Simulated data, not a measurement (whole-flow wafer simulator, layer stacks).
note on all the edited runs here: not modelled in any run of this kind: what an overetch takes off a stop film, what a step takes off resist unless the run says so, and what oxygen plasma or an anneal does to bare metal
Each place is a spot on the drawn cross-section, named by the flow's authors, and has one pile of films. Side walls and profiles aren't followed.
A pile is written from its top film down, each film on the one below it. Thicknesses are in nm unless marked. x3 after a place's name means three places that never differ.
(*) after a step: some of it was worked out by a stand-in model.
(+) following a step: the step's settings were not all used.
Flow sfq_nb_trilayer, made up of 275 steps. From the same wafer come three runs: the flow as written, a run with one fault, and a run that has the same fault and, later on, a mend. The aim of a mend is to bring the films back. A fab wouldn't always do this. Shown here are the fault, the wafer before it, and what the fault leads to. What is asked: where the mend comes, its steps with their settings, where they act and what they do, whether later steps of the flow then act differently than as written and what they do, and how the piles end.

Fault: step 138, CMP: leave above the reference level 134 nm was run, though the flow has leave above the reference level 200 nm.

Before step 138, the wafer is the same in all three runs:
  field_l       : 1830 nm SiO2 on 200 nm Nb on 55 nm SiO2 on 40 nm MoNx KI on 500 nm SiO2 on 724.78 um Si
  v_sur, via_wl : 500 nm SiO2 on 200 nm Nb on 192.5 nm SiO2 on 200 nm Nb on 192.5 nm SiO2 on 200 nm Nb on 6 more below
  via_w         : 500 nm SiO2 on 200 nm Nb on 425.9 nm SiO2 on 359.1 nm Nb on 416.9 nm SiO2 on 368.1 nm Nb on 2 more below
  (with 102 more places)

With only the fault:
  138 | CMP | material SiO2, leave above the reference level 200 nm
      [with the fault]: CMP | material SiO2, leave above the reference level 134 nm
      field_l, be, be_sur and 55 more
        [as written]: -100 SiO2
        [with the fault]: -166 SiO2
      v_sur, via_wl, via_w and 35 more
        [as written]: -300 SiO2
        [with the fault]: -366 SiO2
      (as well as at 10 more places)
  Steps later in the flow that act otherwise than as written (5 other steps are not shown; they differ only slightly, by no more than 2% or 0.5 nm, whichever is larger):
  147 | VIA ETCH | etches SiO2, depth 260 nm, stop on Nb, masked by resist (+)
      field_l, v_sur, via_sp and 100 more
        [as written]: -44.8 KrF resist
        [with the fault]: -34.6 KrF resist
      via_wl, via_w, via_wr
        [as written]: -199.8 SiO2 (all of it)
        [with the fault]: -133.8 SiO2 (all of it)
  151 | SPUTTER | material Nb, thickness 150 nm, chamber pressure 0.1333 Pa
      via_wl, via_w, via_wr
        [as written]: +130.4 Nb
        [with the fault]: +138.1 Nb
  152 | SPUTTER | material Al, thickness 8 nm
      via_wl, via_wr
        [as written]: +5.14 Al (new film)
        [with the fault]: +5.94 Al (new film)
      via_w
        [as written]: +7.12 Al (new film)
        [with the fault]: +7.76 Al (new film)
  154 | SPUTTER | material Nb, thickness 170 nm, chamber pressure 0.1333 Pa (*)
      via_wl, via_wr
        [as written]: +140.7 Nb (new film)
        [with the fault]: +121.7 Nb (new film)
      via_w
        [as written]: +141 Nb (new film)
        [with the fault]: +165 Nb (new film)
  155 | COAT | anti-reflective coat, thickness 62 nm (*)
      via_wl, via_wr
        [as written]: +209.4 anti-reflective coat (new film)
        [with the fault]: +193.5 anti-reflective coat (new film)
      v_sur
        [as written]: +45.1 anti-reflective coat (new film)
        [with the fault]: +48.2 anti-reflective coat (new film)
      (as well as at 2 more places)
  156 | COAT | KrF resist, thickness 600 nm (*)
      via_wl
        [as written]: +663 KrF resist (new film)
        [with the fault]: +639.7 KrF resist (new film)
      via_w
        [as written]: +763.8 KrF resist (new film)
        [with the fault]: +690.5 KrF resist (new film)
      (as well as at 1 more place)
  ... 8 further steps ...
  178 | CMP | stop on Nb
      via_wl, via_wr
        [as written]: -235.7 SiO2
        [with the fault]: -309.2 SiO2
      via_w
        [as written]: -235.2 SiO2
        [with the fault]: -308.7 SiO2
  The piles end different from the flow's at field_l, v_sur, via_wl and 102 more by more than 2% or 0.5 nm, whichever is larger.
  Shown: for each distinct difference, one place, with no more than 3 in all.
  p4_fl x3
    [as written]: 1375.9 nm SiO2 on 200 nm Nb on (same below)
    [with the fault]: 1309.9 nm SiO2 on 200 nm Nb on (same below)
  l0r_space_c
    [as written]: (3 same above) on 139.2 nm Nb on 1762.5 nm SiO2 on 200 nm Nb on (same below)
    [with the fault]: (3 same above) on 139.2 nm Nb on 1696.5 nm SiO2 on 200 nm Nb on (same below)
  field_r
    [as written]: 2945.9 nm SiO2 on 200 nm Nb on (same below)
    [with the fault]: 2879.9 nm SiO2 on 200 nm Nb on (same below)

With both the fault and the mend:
  The mend stands after step 145.
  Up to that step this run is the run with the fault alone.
  145a | STRIP | over-ash 65%, gas O2, power 200 W (*)
      field_l, v_sur, via_sp and 100 more
        -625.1 KrF resist (all of it), -62 anti-reflective coat (all of it)
      via_wl, via_w, via_wr
        -62 anti-reflective coat (all of it)
  145b | PECVD | material SiO2, thickness 66 nm, 150 C, 14.67 s, RF power 183.3 W, pressure 2.4 Torr, precursor SiH4/N2O (a further turn of the flow's step 137, with different settings)
      field_l, v_sur, via_wl and 103 more
        +66 SiO2
  145c | COAT | anti-reflective coat, thickness 62 nm (a further turn of the flow's step 140)
      field_l, v_sur, via_wl and 103 more
        +62 anti-reflective coat (new film)
  145d | COAT | KrF resist, thickness 650 nm (a further turn of the flow's step 141)
      field_l, v_sur, via_wl and 103 more
        +650 KrF resist (new film)
  145e | SOFTBAKE | KrF resist (a further turn of the flow's step 142)
      alters no film at any place that is followed
  145f | EXPOSE | photomask I4, dose 11.93 mJ/cm2, NA 0.6, wavelength 248 nm (*) (a further turn of the flow's step 143)
      alters no film at any place that is followed
  145g | PEB | KrF resist, 90 s (a further turn of the flow's step 144)
      field_l, v_sur, via_wl and 103 more
        -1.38 KrF resist
  145h | DEVELOP | KrF resist, thickness 650 nm, 60 s (a further turn of the flow's step 145)
      field_l, v_sur, via_sp and 100 more
        -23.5 KrF resist
      via_wl, via_w, via_wr
        -648.6 KrF resist (all of it)
  Every later step of the flow that is run acts as written, at every place that is followed, to within 2% or 0.5 nm, whichever is larger.
  When the end is reached, the piles differ only a little from the flow's at the places that both follow, at most by 2% or 0.5 nm, whichever is larger.
